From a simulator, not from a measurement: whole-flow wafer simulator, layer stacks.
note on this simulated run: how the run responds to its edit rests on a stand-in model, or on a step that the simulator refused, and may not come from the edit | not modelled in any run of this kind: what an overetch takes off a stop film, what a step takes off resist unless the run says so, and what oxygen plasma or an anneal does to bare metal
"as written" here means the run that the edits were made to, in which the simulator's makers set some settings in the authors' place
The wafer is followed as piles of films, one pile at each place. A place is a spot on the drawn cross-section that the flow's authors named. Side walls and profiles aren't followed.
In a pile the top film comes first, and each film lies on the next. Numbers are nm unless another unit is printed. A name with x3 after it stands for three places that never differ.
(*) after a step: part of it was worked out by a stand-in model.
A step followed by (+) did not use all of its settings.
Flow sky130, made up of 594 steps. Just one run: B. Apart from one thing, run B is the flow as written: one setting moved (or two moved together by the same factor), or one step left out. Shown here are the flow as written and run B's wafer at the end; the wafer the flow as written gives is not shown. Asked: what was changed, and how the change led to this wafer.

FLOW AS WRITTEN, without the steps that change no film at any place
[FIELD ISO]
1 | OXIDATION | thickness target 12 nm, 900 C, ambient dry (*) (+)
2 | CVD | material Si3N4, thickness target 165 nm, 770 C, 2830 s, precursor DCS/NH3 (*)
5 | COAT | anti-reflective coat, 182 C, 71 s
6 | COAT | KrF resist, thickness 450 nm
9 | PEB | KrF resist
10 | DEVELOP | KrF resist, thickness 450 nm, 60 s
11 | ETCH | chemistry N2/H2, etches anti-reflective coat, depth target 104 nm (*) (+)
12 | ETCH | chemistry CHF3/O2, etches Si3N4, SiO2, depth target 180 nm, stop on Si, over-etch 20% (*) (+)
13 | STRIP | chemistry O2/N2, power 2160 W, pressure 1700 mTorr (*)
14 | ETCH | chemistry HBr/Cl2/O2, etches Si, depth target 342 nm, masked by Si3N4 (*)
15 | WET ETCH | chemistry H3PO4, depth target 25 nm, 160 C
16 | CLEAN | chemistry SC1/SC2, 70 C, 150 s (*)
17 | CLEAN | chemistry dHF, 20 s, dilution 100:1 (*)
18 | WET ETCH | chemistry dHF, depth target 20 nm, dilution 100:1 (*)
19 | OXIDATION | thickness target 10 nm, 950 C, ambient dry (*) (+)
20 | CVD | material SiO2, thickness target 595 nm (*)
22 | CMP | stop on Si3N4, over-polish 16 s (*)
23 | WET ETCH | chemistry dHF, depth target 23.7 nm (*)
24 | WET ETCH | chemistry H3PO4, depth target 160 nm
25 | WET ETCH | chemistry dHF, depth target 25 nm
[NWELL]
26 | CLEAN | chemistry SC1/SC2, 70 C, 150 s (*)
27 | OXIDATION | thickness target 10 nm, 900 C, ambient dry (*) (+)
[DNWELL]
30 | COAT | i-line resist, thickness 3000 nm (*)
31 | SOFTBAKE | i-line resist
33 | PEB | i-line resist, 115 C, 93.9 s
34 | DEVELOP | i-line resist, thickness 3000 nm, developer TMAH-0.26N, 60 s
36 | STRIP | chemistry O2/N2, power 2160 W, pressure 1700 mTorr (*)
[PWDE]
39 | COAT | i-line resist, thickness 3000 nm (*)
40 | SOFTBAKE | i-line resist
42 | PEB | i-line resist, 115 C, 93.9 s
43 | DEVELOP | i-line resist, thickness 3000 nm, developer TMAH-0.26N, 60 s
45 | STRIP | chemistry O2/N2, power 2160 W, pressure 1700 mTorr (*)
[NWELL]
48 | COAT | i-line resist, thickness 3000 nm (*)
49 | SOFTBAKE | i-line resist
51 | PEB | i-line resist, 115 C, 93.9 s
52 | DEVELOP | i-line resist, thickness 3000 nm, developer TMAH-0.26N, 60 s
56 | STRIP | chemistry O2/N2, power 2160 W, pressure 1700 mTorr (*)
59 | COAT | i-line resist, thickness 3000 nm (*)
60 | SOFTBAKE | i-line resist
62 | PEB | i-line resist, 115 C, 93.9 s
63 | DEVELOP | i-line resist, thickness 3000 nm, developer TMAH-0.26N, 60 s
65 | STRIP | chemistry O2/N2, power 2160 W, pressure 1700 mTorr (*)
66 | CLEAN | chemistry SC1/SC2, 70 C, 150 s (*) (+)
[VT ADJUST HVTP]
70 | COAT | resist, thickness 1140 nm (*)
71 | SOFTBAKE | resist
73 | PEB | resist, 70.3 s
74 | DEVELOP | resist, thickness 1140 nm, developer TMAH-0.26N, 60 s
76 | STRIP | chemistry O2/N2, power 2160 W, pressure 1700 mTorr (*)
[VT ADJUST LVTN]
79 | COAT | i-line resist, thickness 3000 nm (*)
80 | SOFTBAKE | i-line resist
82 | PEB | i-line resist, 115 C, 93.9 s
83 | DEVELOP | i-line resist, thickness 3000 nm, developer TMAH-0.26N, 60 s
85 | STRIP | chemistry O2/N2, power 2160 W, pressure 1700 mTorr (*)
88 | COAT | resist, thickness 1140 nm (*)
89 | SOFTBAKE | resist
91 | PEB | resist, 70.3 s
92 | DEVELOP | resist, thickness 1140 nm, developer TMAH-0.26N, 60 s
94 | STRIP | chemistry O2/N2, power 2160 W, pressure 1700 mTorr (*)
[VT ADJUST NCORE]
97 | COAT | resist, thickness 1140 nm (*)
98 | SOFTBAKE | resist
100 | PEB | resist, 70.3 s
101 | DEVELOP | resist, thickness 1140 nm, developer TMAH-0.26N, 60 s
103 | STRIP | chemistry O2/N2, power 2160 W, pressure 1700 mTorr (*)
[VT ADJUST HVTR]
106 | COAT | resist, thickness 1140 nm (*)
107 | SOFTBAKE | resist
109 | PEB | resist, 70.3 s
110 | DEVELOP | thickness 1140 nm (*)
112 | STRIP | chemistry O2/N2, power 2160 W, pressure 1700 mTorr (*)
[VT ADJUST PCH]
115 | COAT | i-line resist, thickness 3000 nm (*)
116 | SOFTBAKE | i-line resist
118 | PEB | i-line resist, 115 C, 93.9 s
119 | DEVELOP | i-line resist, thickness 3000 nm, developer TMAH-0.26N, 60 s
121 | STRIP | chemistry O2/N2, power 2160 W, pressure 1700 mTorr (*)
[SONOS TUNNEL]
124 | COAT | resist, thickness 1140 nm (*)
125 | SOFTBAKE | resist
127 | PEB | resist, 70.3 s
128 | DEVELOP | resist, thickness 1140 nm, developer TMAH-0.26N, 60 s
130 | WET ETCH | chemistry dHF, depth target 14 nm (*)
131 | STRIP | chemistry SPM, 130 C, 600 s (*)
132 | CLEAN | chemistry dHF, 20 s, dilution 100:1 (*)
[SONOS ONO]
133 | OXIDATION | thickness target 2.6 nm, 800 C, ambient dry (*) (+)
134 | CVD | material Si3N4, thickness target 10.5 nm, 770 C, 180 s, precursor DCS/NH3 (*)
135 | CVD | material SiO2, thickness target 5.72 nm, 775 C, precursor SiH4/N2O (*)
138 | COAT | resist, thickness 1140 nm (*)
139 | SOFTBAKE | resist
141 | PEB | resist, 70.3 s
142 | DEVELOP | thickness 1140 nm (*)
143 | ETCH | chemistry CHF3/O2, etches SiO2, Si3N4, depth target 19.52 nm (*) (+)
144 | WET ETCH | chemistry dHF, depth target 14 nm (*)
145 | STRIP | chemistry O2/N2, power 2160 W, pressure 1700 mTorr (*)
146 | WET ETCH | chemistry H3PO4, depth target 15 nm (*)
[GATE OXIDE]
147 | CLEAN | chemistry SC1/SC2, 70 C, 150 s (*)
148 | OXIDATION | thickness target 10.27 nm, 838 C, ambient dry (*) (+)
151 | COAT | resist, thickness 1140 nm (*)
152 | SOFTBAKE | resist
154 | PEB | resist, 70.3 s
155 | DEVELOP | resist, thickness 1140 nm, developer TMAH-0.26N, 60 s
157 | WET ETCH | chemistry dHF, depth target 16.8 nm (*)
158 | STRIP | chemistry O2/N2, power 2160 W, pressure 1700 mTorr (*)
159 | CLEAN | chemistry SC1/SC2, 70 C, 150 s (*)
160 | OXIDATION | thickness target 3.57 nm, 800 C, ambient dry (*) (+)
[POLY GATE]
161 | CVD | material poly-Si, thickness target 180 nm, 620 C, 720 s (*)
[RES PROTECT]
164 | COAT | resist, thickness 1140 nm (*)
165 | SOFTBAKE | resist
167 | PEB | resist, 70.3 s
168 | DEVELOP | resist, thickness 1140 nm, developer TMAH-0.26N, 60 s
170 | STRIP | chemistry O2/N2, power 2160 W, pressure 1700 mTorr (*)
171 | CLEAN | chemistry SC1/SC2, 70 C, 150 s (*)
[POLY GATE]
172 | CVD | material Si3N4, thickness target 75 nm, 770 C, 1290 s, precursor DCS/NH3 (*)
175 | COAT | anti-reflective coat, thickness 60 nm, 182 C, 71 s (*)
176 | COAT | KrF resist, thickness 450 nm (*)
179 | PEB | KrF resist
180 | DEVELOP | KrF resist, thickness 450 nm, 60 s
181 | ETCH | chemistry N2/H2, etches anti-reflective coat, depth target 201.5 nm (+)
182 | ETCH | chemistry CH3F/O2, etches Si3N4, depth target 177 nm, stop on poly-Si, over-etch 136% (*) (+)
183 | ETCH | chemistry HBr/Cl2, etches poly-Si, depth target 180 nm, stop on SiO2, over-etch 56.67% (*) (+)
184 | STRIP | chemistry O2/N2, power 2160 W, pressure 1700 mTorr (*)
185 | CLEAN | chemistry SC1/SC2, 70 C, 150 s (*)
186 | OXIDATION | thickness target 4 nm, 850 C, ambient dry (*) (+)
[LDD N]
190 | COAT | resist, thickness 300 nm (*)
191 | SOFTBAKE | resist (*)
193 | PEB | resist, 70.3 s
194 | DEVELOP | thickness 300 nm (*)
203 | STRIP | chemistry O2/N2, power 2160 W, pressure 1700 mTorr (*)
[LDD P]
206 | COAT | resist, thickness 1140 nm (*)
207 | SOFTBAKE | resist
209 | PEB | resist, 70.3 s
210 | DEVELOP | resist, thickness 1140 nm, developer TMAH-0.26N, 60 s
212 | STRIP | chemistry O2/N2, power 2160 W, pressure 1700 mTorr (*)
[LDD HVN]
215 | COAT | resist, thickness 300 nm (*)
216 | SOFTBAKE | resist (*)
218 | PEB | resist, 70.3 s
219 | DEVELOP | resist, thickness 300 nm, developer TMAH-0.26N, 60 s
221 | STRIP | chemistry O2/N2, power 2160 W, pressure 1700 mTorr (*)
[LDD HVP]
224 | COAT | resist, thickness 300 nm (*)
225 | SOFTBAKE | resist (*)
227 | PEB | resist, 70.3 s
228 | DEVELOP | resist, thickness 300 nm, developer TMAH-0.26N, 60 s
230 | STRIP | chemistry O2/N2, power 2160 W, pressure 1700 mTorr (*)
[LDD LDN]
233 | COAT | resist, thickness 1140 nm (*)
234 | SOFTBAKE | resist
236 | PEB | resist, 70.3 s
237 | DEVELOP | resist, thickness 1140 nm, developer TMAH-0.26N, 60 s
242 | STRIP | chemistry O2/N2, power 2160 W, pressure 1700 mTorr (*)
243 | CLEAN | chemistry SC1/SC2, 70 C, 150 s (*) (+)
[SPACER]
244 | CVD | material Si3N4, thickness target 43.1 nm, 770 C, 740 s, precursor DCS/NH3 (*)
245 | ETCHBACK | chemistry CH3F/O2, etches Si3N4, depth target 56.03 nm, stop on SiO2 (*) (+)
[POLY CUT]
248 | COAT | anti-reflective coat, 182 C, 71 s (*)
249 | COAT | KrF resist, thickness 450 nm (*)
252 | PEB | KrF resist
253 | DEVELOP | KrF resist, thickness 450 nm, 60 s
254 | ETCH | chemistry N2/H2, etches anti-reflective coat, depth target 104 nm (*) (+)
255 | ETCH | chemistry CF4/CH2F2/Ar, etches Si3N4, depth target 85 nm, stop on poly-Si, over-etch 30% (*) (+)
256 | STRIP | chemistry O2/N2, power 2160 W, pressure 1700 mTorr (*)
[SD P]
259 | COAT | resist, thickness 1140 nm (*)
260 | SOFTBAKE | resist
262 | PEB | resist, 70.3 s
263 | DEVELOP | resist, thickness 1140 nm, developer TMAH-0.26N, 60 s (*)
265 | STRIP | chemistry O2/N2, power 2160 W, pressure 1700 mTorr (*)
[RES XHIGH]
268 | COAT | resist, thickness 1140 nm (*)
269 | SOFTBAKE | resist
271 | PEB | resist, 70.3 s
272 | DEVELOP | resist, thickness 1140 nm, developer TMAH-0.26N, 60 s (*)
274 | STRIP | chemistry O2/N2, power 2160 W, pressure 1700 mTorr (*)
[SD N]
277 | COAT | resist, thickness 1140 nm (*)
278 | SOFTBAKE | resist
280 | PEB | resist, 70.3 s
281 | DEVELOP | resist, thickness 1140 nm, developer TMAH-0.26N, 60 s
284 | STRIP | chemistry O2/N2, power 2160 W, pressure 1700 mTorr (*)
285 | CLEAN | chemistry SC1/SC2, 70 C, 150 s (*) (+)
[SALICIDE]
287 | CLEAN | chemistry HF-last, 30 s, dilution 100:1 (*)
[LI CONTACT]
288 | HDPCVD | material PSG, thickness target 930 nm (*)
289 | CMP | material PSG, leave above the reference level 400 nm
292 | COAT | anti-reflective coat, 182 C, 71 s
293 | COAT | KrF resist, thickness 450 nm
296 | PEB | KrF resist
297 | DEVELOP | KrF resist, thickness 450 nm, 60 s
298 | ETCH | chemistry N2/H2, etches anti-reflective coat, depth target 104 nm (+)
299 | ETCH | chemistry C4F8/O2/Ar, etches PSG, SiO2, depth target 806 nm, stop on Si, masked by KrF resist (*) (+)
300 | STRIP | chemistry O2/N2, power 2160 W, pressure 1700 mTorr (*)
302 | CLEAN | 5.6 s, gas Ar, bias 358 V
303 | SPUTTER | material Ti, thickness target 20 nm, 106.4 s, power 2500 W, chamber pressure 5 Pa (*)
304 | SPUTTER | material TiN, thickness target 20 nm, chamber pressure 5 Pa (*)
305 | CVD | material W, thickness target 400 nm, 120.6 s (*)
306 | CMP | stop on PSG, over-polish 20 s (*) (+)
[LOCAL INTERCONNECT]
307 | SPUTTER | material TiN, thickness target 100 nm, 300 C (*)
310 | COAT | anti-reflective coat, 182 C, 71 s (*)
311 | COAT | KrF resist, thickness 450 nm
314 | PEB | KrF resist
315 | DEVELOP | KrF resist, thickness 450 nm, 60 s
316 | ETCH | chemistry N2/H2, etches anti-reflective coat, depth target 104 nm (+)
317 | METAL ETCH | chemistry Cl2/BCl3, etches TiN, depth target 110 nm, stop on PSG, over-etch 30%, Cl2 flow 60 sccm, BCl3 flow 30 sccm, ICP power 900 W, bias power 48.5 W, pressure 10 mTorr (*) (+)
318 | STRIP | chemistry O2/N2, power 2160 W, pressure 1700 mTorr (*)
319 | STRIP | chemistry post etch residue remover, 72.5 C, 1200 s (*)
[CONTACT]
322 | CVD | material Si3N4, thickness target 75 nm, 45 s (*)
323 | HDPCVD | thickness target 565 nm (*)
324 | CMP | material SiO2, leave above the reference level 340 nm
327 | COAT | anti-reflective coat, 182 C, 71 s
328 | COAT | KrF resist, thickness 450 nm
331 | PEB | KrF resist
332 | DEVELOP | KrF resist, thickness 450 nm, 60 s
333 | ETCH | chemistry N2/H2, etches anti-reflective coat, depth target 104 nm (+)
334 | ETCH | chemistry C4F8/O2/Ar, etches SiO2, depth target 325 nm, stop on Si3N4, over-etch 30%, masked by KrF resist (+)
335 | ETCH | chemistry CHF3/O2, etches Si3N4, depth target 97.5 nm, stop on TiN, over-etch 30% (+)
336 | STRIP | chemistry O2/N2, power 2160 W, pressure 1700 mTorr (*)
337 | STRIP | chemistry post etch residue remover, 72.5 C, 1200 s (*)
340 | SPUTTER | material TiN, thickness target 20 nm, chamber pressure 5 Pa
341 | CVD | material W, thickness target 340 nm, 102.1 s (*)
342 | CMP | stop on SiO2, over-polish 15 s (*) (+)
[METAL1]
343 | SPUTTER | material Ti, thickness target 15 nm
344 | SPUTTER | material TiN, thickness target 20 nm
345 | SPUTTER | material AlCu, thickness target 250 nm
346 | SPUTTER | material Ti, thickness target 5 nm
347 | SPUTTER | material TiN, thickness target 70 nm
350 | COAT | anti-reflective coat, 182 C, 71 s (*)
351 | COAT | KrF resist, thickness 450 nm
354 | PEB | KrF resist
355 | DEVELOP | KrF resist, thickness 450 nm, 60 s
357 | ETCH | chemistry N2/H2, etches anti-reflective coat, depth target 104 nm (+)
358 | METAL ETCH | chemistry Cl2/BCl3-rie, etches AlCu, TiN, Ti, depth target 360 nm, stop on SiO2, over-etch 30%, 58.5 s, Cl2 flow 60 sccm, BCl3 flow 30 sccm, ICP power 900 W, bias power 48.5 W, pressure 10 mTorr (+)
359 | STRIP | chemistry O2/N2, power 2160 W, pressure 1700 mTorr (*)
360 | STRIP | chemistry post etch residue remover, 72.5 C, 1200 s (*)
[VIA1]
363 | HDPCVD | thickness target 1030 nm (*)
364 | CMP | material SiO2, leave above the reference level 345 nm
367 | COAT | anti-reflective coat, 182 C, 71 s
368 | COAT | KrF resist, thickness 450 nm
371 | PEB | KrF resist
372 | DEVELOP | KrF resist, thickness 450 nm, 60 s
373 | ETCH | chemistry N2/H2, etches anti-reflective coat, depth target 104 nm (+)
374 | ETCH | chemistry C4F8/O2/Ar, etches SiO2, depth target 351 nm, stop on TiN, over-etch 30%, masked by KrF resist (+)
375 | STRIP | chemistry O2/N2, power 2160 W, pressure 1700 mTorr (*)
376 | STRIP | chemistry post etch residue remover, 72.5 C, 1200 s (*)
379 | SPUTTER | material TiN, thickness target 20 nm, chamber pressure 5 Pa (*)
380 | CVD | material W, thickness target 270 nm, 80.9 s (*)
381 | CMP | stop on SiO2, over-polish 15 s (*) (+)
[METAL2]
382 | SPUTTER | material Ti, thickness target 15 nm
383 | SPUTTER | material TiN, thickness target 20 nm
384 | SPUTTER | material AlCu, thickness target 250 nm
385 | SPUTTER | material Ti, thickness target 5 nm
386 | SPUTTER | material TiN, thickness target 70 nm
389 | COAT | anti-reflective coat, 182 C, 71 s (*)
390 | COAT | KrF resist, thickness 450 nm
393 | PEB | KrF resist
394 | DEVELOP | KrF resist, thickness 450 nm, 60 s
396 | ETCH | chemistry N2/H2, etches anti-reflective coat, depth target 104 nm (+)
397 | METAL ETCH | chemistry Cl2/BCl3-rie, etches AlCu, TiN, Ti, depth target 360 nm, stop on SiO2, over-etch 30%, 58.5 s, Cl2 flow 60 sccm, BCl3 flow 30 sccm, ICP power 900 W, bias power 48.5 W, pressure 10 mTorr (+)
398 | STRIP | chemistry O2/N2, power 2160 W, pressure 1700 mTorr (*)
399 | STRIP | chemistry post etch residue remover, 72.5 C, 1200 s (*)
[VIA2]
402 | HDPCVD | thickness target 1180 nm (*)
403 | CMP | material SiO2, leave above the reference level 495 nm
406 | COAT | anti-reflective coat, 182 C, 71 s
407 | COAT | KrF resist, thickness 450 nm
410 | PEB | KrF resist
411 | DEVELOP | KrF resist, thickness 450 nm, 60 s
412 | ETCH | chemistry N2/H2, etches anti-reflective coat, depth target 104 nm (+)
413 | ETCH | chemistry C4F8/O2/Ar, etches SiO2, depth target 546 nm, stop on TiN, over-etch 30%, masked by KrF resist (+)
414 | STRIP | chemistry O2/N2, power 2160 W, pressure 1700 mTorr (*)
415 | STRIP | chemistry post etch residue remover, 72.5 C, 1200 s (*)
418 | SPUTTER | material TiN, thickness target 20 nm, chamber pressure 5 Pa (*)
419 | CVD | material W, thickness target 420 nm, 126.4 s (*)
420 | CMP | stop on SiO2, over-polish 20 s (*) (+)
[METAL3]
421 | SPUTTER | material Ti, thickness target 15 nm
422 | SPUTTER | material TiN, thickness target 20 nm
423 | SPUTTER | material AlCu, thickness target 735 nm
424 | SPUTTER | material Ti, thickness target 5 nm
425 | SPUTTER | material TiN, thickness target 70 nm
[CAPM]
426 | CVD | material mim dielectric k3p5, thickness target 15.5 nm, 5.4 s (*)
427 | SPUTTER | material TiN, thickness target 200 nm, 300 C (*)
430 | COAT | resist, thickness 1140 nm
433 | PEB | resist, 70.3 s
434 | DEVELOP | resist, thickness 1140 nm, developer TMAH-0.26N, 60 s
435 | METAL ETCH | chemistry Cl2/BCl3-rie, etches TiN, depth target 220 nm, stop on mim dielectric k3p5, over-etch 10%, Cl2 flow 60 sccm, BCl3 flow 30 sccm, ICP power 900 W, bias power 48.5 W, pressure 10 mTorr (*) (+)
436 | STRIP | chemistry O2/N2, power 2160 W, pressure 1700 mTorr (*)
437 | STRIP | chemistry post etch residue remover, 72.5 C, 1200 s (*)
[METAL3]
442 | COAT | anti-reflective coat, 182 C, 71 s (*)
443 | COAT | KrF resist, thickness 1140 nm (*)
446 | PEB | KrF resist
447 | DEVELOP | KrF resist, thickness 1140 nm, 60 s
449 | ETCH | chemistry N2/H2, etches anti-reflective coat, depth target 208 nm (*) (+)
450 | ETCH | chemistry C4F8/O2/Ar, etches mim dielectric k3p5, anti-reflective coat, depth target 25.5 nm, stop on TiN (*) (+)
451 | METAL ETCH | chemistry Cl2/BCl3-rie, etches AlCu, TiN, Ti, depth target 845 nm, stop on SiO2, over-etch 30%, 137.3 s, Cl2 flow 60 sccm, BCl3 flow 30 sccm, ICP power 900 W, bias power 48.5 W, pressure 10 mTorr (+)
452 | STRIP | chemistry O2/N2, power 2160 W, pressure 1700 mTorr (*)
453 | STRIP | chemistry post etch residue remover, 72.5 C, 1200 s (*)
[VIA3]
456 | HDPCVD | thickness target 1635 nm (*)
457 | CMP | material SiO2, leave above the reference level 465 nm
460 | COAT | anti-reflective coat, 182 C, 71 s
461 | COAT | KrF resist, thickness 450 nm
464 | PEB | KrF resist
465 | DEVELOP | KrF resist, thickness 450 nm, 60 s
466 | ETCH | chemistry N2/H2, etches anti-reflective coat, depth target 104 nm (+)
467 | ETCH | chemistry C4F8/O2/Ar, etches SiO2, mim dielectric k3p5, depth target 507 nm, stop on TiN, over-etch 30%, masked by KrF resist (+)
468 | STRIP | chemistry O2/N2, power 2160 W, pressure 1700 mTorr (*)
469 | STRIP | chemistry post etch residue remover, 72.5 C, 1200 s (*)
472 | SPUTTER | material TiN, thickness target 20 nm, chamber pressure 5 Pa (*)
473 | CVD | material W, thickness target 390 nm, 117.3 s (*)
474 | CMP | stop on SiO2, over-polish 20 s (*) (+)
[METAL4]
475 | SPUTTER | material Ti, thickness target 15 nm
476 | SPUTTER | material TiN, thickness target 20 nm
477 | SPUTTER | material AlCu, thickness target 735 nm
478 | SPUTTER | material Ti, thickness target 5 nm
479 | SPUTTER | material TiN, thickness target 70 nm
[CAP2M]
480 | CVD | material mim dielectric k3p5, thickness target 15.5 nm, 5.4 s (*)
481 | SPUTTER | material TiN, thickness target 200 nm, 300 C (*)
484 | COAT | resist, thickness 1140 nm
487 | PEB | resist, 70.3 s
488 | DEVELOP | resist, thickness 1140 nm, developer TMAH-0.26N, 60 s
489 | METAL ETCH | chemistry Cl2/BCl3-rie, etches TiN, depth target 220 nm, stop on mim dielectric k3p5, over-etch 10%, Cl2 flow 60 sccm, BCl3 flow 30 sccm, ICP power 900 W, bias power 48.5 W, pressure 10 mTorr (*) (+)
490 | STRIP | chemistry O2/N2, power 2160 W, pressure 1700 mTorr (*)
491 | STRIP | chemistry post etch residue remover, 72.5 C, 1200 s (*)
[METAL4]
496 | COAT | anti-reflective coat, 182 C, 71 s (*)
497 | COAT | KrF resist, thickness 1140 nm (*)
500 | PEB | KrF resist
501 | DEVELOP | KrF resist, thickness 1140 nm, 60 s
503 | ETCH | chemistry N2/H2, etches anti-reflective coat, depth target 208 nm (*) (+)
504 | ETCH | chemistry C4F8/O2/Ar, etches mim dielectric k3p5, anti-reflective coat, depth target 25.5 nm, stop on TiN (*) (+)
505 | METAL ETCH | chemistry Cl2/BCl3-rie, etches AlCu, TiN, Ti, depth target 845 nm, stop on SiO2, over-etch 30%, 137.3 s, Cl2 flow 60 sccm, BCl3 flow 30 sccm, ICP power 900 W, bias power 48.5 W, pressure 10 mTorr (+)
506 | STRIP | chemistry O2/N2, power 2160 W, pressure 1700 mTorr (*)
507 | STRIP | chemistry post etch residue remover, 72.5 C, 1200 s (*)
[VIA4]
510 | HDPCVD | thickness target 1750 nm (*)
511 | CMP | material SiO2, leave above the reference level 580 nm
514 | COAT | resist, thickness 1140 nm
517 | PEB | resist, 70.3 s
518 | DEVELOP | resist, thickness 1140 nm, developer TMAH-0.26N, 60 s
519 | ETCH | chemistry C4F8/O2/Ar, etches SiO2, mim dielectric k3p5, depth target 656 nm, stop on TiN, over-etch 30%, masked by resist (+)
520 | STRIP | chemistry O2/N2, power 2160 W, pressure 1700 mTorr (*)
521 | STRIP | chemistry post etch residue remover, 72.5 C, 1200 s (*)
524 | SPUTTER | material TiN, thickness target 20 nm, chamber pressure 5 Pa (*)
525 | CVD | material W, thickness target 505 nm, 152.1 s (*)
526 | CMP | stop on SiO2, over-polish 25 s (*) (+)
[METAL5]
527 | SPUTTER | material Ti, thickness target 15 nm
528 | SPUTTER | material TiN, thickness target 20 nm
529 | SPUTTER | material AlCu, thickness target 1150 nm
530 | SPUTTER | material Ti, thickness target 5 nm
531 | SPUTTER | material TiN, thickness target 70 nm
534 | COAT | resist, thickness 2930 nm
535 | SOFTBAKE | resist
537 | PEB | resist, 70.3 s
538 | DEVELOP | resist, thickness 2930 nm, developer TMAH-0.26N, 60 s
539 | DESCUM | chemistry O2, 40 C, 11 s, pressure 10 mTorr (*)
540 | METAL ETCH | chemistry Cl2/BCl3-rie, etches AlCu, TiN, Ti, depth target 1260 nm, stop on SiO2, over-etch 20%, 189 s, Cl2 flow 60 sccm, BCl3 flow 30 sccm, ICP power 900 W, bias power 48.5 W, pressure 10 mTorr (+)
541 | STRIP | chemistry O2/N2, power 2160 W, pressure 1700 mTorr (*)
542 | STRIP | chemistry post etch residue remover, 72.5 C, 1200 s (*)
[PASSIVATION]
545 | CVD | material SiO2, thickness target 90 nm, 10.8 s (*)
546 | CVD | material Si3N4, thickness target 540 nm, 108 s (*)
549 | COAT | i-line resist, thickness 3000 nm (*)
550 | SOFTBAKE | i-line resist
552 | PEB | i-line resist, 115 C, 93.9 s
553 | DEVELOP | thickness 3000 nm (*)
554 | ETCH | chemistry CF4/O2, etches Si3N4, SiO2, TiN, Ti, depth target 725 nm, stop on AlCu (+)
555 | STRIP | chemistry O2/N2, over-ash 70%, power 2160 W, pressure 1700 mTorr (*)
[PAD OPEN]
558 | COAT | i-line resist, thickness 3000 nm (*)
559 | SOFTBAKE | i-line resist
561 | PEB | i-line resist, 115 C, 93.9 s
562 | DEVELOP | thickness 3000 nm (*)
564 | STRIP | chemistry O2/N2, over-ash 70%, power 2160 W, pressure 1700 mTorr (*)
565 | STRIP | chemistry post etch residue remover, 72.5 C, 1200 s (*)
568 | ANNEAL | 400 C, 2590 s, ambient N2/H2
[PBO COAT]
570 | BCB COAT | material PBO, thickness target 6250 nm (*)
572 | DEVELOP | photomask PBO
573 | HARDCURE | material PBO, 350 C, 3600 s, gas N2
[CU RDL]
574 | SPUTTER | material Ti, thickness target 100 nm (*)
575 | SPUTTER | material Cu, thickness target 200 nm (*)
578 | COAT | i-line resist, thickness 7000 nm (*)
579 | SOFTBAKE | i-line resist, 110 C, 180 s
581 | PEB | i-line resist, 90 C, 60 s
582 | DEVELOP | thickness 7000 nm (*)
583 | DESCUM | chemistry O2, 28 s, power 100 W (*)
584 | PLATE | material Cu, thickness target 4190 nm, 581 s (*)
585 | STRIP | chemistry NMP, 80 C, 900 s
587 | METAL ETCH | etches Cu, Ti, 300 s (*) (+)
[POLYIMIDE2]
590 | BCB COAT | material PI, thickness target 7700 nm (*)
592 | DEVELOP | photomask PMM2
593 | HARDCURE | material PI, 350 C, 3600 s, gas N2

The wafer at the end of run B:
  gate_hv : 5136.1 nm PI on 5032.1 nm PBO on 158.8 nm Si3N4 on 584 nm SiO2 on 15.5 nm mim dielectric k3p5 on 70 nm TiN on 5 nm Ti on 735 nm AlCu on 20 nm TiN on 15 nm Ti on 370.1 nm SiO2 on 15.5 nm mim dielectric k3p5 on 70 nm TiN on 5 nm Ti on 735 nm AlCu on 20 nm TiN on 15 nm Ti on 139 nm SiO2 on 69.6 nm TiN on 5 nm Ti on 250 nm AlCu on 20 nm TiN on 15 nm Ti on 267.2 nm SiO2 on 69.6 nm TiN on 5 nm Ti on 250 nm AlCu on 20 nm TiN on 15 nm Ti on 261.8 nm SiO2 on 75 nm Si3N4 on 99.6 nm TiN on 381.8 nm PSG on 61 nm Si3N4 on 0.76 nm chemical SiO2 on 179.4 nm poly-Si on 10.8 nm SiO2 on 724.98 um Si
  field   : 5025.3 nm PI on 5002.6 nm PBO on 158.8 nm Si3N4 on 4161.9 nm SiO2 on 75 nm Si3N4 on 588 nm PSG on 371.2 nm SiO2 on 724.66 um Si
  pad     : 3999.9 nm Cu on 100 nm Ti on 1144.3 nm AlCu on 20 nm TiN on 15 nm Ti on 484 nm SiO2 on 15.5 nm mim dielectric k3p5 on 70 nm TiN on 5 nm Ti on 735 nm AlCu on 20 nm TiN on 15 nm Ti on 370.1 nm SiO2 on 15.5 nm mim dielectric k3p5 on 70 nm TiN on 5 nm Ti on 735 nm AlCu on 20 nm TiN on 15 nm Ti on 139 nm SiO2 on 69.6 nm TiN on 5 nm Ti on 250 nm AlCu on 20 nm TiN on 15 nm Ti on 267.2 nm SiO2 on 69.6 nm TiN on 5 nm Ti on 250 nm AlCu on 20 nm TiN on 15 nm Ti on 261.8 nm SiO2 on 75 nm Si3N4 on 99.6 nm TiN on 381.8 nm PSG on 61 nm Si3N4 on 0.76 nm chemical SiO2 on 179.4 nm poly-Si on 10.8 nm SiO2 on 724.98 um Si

The reason: step 403, CMP: leave above the reference level 218 nm was run, whereas the flow has leave above the reference level 495 nm.

The path from the change to this, step by step:
  403 | CMP | material SiO2, leave above the reference level 495 nm
      n_well, p_well, gate_hv and 101 more: -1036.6 SiO2 (in the flow as written it would be: -759.6 SiO2)
      field, active, gate and 82 more: -666.1 SiO2 (in the flow as written it would be: -389.1 SiO2)
      (as well as at 2 more places)
  413 | ETCH | chemistry C4F8/O2/Ar, etches SiO2, depth target 546 nm, stop on TiN, over-etch 30%, masked by KrF resist (+)
      field, active, n_well and 186 more: -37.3 KrF resist (in the flow as written it would be: -109.2 KrF resist)
      m1: -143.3 SiO2 (all of it) (in the flow as written it would be: -420.3 SiO2 (all of it))
      (as well as at 1 more place)
  414 | STRIP | chemistry O2/N2, power 2160 W, pressure 1700 mTorr (*)
      field, active, n_well and 186 more: -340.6 KrF resist (all of it), -80 anti-reflective coat (all of it) (in the flow as written it would be: -268.6 KrF resist (all of it), -80 anti-reflective coat (all of it))
  418 | SPUTTER | material TiN, thickness target 20 nm, chamber pressure 5 Pa (*)
      m1, via2_hole: +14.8 TiN (in the flow as written it would be: +10.2 TiN)
  419 | CVD | material W, thickness target 420 nm, 126.4 s (*)
      m1: +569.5 W (new film) (in the flow as written it would be: +851.1 W (new film))
      via2_hole: +569.1 W (new film) (in the flow as written it would be: +850.7 W (new film))
